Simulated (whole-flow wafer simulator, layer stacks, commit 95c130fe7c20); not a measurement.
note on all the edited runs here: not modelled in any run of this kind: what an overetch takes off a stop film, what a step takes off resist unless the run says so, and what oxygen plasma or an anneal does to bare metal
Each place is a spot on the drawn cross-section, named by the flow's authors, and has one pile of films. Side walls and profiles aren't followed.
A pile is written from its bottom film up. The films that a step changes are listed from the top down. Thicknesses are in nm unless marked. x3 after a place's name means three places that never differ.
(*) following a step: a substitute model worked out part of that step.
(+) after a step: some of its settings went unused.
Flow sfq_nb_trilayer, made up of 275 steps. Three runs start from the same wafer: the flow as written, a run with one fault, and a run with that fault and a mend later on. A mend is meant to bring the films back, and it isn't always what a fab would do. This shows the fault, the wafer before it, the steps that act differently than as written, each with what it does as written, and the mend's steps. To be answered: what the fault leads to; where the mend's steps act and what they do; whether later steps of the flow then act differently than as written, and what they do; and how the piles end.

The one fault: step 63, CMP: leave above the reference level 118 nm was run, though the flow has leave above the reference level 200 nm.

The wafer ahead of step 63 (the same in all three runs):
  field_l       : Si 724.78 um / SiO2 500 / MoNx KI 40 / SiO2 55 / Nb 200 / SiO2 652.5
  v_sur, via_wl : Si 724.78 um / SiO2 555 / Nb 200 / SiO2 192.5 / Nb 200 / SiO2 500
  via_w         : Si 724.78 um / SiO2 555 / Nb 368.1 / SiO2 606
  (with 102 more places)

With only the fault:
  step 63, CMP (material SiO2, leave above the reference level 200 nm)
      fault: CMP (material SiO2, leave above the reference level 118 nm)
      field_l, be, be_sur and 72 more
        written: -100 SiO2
        fault: -182 SiO2
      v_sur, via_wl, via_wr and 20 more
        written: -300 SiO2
        fault: -382 SiO2
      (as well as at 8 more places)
  Steps further on in the flow that do not act as written (3 more steps, not shown, differ only slightly: by at most 2% or 0.5 nm, whichever is larger):
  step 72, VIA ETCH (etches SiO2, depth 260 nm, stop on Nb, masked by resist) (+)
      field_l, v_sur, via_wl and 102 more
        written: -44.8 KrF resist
        fault: -30.5 KrF resist
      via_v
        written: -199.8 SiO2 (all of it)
        fault: -117.8 SiO2 (all of it)
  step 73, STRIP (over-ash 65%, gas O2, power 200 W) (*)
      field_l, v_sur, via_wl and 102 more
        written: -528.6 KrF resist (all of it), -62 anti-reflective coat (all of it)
        fault: -543 KrF resist (all of it), -62 anti-reflective coat (all of it)
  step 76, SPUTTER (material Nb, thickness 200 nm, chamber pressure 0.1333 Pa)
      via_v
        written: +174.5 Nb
        fault: +190.9 Nb
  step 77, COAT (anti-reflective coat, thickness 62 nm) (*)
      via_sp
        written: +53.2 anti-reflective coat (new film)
        fault: +54.9 anti-reflective coat (new film)
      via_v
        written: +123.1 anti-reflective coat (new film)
        fault: +104.6 anti-reflective coat (new film)
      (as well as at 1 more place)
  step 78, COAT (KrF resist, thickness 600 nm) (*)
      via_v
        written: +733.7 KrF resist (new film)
        fault: +667.1 KrF resist (new film)
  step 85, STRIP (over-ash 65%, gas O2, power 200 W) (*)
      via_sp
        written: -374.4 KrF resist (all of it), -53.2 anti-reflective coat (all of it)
        fault: -379.8 KrF resist (all of it), -54.9 anti-reflective coat (all of it)
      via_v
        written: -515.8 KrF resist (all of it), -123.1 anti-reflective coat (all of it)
        fault: -449.3 KrF resist (all of it), -104.6 anti-reflective coat (all of it)
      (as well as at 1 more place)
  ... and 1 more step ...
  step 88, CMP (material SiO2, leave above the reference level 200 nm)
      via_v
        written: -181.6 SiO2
        fault: -174 SiO2
  At field_l, v_sur, via_wl and 103 more, the piles at the end differ from the flow's by more than 2% or 0.5 nm, whichever is larger.
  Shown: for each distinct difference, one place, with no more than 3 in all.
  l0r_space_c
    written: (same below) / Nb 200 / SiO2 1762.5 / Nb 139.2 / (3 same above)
    fault: (same below) / Nb 200 / SiO2 1680.5 / Nb 139.2 / (3 same above)
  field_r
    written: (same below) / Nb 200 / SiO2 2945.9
    fault: (same below) / Nb 200 / SiO2 2863.9
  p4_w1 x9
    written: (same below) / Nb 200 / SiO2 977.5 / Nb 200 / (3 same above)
    fault: (same below) / Nb 200 / SiO2 895.5 / Nb 200 / (3 same above)

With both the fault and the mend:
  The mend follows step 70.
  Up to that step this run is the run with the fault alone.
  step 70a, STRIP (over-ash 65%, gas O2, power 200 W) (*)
      field_l, v_sur, via_wl and 102 more
        -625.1 KrF resist (all of it), -62 anti-reflective coat (all of it)
      via_v
        -62 anti-reflective coat (all of it)
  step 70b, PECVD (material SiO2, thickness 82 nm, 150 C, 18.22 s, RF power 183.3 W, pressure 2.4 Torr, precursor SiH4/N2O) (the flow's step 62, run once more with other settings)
      field_l, v_sur, via_wl and 103 more
        +82 SiO2
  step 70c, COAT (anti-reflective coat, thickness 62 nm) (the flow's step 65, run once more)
      field_l, v_sur, via_wl and 103 more
        +62 anti-reflective coat (new film)
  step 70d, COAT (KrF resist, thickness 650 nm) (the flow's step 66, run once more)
      field_l, v_sur, via_wl and 103 more
        +650 KrF resist (new film)
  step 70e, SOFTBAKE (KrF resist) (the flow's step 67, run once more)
      alters no film at any place that is followed
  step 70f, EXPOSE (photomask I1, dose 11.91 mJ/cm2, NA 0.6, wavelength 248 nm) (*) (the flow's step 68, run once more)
      alters no film at any place that is followed
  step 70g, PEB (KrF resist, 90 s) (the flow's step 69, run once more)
      field_l, v_sur, via_wl and 103 more
        -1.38 KrF resist
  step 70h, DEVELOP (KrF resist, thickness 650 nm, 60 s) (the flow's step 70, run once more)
      field_l, v_sur, via_wl and 102 more
        -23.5 KrF resist
      via_v
        -648.6 KrF resist (all of it)
  Later steps of the flow that are run all act as written at every place that is followed, up to a difference of at most 2% or 0.5 nm, whichever is larger.
  The piles end only slightly different from the flow's at the places that both follow, by no more than 2% or 0.5 nm, whichever is larger.
